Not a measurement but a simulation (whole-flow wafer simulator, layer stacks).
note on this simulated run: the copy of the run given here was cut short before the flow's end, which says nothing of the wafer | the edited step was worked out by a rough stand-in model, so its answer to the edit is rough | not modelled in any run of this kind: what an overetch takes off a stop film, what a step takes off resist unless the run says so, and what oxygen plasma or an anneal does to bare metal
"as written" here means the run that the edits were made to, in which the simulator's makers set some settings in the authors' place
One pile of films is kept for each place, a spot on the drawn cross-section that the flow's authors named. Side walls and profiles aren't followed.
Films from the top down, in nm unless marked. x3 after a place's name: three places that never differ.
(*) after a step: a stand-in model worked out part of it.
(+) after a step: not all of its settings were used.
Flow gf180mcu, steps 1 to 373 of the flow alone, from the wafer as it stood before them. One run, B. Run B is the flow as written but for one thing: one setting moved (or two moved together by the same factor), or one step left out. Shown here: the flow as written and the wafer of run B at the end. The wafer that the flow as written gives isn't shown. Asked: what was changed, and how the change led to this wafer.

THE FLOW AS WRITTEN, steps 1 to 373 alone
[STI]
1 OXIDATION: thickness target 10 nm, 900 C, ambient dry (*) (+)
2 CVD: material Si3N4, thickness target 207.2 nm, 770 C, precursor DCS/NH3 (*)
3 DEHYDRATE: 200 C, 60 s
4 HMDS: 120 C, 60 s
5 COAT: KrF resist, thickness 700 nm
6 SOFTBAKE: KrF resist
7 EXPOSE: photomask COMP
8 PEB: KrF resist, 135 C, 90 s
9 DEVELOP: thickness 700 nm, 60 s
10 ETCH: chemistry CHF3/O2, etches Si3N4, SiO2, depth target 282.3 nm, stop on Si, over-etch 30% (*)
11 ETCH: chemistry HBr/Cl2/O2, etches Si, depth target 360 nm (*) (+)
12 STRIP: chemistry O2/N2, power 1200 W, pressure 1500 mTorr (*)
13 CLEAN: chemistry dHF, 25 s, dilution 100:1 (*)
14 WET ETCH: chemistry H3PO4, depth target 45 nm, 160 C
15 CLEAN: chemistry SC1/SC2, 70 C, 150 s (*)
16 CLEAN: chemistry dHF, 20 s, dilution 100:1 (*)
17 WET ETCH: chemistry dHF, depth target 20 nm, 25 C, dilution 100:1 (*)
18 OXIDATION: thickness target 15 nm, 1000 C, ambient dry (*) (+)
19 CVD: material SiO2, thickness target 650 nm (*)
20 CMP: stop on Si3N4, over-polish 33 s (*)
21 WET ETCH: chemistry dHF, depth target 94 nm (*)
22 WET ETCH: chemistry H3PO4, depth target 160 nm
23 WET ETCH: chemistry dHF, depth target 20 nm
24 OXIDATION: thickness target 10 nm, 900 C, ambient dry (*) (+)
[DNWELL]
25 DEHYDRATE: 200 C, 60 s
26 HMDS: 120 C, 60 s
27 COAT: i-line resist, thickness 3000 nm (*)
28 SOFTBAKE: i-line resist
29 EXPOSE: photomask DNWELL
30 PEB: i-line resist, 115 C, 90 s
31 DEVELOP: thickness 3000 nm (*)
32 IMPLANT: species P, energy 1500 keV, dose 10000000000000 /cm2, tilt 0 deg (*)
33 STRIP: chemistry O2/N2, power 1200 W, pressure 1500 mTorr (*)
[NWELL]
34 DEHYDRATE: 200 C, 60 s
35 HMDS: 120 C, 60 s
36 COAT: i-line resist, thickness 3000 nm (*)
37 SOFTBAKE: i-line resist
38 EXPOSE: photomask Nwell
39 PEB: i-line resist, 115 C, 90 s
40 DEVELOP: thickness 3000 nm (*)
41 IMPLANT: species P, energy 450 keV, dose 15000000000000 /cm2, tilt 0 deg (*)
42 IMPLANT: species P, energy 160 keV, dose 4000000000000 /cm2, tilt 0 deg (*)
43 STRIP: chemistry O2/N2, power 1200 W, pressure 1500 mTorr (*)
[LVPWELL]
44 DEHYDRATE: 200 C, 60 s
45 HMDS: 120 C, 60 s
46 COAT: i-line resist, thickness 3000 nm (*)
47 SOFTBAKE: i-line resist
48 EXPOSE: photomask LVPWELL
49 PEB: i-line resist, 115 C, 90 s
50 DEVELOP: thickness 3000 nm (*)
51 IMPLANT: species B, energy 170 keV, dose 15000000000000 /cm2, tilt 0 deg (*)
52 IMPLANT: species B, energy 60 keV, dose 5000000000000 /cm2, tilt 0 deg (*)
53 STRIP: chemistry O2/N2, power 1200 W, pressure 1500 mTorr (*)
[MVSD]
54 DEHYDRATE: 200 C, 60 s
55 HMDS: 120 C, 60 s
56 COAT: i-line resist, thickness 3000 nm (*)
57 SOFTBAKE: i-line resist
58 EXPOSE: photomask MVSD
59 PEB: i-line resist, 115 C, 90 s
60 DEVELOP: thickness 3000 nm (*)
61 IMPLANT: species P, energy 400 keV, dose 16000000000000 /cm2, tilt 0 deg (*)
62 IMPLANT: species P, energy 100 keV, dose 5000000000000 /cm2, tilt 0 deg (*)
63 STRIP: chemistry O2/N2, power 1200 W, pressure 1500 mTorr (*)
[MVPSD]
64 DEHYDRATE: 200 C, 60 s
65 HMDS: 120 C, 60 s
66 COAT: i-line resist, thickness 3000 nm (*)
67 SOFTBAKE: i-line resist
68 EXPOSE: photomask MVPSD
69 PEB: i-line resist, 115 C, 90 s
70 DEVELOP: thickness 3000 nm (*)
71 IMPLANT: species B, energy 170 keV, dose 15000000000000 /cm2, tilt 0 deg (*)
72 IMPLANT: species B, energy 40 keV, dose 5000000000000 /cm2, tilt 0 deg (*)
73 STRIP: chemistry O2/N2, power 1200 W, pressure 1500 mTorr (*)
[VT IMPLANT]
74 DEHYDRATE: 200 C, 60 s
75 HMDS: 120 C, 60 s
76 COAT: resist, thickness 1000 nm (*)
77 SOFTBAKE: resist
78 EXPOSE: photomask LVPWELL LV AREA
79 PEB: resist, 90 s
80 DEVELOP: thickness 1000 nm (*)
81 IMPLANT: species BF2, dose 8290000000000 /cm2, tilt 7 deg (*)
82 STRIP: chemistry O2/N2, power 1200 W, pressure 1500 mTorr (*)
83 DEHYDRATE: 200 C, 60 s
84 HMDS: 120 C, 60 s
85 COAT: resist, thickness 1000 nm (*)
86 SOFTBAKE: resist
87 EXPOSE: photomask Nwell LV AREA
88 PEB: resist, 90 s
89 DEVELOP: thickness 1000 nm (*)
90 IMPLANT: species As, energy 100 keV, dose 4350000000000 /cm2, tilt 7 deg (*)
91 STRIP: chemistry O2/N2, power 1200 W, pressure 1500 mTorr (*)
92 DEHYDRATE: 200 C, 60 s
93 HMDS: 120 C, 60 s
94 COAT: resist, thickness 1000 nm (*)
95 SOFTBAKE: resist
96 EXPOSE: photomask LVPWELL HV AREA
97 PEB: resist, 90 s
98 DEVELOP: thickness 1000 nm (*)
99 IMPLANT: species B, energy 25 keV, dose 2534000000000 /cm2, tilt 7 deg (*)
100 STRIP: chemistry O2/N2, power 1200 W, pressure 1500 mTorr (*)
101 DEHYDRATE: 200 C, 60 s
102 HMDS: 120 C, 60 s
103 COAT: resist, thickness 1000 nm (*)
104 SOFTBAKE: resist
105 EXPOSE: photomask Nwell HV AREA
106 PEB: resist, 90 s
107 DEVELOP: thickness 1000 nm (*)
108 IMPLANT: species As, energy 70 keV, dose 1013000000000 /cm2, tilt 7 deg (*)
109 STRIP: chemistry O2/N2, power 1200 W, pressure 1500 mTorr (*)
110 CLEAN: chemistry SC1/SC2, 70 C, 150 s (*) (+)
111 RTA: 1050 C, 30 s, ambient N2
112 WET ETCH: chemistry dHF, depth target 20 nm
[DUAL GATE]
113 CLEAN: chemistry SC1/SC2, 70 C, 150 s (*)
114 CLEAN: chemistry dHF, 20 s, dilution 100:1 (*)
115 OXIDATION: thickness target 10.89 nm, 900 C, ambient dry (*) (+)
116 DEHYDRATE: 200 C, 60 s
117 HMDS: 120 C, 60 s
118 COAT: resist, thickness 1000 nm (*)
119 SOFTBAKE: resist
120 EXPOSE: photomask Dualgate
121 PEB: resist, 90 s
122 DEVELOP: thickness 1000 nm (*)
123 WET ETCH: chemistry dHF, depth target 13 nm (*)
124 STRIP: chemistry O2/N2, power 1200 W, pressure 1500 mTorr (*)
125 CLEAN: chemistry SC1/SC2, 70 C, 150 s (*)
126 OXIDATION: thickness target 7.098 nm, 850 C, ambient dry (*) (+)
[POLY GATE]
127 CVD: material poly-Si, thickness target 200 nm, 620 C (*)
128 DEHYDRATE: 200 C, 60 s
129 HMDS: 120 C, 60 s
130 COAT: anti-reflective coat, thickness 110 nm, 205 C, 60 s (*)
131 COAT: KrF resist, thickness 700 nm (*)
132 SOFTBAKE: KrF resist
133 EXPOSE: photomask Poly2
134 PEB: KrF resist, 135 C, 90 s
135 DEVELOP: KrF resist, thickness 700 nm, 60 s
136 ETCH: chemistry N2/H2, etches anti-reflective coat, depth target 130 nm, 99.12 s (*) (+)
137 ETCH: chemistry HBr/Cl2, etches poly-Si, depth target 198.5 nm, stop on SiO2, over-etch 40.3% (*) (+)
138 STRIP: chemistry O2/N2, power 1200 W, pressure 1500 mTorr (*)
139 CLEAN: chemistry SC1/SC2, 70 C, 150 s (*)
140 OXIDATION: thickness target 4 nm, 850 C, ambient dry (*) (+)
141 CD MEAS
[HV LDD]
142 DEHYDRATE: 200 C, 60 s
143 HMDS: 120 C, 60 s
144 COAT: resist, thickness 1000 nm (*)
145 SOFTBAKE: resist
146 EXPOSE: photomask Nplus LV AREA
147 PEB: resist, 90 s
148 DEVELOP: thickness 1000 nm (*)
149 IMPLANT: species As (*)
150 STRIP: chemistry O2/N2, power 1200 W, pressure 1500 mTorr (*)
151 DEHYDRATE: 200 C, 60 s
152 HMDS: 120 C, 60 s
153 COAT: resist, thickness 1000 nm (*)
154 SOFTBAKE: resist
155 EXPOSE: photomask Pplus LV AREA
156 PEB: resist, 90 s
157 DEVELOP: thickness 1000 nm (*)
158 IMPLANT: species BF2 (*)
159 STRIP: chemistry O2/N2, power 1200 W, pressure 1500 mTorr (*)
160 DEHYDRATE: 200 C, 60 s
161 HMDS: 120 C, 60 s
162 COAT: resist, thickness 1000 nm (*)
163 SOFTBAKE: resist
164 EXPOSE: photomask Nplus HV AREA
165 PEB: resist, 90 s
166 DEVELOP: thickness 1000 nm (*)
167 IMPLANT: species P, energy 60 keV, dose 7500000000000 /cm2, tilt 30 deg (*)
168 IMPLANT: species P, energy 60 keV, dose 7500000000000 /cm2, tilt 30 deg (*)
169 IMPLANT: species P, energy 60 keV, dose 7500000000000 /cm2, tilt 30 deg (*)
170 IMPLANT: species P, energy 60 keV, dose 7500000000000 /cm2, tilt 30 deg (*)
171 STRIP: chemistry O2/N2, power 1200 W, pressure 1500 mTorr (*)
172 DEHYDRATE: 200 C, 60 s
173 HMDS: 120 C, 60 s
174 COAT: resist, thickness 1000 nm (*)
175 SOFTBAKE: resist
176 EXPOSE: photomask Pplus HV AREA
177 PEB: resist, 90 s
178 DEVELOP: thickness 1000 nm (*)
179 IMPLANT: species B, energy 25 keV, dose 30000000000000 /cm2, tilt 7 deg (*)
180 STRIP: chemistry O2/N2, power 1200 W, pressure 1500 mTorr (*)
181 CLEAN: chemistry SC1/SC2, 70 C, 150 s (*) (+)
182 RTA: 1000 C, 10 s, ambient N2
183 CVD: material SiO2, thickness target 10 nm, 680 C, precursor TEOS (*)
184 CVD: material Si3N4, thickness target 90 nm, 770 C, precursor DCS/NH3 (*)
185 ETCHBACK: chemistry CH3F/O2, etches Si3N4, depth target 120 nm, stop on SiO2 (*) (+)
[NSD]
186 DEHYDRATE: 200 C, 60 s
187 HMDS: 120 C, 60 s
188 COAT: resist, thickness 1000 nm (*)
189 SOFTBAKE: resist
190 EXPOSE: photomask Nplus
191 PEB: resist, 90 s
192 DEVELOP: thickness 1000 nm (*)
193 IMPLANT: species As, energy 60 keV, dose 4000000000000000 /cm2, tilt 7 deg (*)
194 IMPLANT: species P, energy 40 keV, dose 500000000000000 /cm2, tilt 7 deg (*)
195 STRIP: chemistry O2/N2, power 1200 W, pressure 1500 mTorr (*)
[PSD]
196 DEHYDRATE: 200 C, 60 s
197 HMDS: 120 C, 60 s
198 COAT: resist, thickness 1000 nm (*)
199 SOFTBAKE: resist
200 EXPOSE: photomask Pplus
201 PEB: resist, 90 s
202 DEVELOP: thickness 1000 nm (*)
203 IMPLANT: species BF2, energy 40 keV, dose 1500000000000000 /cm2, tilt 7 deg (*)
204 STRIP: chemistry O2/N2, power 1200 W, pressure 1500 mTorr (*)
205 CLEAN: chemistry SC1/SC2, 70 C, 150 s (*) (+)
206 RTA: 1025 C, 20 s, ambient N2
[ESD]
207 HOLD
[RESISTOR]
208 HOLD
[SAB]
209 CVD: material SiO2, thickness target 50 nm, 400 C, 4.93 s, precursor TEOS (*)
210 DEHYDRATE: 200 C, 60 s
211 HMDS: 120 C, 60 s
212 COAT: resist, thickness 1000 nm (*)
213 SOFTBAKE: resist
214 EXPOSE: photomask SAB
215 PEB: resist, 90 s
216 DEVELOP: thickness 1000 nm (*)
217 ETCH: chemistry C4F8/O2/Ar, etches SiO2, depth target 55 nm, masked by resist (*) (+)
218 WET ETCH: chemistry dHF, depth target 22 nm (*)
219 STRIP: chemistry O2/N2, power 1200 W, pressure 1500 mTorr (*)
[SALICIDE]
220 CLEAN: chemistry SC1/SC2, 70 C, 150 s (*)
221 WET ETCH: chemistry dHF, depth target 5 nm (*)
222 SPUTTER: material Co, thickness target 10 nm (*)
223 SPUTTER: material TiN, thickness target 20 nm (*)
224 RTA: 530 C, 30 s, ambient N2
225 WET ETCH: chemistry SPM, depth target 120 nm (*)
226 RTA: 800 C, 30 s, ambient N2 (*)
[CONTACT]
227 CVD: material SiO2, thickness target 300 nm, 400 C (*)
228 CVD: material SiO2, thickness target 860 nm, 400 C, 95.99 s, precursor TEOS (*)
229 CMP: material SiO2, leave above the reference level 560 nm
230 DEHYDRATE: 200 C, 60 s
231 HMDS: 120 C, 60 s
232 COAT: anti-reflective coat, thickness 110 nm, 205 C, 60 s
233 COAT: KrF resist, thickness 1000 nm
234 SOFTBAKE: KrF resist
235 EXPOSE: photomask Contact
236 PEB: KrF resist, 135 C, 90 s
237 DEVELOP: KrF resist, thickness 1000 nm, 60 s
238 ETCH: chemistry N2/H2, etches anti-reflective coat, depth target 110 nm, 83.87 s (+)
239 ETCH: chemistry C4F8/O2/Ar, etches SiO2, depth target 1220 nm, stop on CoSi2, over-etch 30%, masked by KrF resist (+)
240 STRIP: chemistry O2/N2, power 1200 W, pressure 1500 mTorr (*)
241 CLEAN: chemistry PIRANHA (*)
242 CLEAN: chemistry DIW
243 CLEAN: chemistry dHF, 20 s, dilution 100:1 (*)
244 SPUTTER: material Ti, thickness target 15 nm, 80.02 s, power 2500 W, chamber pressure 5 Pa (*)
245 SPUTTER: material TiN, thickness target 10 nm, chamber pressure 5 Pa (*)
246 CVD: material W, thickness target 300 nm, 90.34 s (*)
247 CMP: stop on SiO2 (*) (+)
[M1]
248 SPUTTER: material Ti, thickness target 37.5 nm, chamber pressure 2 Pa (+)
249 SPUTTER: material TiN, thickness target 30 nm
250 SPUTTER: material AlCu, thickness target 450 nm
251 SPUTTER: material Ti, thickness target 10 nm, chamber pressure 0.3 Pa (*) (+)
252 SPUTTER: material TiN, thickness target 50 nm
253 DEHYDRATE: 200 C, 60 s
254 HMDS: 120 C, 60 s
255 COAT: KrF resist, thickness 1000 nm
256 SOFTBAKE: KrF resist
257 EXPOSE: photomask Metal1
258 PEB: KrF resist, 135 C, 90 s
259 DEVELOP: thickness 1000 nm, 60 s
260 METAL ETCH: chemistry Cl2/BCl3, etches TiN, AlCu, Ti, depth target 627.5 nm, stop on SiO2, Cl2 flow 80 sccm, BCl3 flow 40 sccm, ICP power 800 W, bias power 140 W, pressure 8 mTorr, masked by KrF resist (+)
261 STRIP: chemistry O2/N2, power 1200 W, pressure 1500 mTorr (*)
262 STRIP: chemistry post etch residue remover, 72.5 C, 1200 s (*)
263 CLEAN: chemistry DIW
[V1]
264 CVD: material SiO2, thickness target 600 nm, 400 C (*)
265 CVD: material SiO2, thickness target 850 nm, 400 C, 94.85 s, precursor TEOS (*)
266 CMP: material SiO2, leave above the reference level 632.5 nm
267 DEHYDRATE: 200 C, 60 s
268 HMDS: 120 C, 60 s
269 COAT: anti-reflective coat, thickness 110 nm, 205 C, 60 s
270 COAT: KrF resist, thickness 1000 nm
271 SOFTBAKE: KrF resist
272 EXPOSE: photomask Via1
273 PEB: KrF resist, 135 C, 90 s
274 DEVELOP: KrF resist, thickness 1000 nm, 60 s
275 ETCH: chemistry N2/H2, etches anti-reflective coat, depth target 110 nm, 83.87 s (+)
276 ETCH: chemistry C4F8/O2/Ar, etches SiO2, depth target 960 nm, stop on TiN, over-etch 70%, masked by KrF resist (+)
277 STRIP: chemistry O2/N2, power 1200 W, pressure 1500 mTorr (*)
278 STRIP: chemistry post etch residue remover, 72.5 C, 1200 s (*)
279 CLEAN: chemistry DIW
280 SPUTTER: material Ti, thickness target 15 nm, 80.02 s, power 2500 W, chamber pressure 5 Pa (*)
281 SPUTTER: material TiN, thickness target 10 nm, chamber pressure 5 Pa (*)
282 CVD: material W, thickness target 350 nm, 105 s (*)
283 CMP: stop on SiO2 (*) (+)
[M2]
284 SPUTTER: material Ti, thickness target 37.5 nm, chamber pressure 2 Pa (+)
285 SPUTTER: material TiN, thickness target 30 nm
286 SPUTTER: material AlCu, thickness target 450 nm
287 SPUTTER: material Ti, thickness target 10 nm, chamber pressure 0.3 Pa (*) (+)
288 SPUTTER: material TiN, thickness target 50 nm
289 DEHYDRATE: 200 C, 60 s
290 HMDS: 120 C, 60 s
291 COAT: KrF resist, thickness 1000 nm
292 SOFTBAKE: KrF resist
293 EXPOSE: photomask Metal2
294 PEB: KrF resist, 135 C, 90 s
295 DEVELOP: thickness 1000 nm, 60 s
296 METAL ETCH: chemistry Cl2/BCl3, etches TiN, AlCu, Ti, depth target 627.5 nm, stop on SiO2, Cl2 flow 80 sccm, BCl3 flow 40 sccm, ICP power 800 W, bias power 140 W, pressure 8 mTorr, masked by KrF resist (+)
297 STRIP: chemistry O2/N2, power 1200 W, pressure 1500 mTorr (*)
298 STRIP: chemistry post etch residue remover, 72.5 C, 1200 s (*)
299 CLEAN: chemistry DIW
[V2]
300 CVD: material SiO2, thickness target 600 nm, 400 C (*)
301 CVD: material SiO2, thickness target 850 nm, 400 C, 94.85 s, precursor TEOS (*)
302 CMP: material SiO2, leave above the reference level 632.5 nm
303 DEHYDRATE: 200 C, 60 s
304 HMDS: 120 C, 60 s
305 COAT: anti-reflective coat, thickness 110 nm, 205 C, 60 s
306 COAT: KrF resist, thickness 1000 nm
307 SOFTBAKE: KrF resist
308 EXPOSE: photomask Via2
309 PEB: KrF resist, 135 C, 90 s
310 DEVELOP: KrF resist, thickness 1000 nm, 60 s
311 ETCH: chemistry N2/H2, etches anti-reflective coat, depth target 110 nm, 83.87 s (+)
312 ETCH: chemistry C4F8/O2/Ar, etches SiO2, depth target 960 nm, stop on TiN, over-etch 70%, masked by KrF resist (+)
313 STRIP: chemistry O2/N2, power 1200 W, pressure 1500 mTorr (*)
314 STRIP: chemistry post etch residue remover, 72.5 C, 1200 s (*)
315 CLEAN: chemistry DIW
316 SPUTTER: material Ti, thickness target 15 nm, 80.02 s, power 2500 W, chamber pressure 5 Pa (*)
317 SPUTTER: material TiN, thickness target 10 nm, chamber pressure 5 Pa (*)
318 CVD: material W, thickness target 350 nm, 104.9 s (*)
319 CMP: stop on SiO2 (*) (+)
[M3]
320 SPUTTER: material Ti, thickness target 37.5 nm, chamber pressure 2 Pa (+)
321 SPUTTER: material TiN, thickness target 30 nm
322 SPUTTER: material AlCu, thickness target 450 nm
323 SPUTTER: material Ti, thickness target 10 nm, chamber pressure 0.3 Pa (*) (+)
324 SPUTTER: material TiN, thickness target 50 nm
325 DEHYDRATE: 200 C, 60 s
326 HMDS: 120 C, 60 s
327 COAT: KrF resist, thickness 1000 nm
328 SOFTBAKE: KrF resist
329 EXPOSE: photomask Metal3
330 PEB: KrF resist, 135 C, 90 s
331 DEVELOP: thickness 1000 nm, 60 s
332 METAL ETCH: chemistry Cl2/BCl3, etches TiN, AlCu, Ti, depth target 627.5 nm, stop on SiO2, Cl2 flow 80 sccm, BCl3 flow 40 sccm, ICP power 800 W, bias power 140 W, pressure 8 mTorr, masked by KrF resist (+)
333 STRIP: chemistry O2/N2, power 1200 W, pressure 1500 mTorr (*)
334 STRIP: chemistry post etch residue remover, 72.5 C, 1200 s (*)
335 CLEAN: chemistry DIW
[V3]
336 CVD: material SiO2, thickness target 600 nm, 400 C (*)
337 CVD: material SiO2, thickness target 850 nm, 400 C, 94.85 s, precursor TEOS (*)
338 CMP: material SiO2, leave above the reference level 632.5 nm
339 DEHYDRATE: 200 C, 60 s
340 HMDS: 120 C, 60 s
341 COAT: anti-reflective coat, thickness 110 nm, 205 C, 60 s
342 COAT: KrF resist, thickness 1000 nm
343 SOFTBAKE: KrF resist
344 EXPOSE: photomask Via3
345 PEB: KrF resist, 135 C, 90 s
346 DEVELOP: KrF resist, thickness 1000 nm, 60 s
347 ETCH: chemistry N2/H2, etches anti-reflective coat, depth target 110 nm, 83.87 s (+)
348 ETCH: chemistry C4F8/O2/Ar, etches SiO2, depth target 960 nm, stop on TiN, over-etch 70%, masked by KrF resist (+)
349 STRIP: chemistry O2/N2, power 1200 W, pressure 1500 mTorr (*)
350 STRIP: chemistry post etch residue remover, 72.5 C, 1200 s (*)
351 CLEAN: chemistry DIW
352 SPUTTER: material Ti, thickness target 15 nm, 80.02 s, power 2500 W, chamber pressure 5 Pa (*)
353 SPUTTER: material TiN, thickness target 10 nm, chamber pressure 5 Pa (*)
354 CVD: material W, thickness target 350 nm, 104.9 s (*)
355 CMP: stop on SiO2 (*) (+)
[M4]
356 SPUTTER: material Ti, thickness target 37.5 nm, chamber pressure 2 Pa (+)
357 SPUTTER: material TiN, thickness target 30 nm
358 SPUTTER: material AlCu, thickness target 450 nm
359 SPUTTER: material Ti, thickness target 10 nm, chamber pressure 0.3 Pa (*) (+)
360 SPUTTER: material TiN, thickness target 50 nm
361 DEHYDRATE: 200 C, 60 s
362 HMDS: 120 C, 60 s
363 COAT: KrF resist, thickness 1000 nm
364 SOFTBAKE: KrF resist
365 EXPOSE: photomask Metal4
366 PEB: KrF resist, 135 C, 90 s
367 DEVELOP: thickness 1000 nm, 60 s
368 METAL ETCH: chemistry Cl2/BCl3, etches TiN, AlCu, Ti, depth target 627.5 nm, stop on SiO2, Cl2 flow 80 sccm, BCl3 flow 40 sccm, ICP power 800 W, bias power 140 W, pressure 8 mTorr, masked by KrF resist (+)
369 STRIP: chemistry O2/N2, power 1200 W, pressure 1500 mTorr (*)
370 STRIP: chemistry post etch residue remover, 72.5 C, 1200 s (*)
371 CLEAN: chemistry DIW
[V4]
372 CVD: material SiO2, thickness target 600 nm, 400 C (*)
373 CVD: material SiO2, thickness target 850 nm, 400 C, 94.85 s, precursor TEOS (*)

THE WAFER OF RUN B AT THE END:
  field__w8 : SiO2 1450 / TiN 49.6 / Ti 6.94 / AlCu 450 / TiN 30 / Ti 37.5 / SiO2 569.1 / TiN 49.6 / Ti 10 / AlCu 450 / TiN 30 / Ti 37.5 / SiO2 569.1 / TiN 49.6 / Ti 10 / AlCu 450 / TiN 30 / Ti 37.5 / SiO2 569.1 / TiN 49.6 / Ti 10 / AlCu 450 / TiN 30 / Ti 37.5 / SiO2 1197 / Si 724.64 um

The cause: step 359, SPUTTER: thickness target 6.94 nm was run, where the flow has thickness target 10 nm.
It can be read off the wafer: field__w8 has Ti 6.94, and step 359 as written asks for 10 nm.

How the change led to this, step by step:
  359 SPUTTER: material Ti, thickness target 10 nm, chamber pressure 0.3 Pa (*) (+)
      field, field__w1, field__w2 and 108 more: Ti +6.94 (new film) (as written it would be: Ti +10 (new film))
  368 METAL ETCH: chemistry Cl2/BCl3, etches TiN, AlCu, Ti, depth target 627.5 nm, stop on SiO2, Cl2 flow 80 sccm, BCl3 flow 40 sccm, ICP power 800 W, bias power 140 W, pressure 8 mTorr, masked by KrF resist (+)
      field, field__w1, field__w2 and 103 more: TiN -50 (all of it), Ti -6.94 (all of it), AlCu -450 (all of it), TiN -30 (all of it), Ti -37.5 (all of it) (as written it would be: TiN -50 (all of it), Ti -10 (all of it), AlCu -450 (all of it), TiN -30 (all of it), Ti -37.5 (all of it))
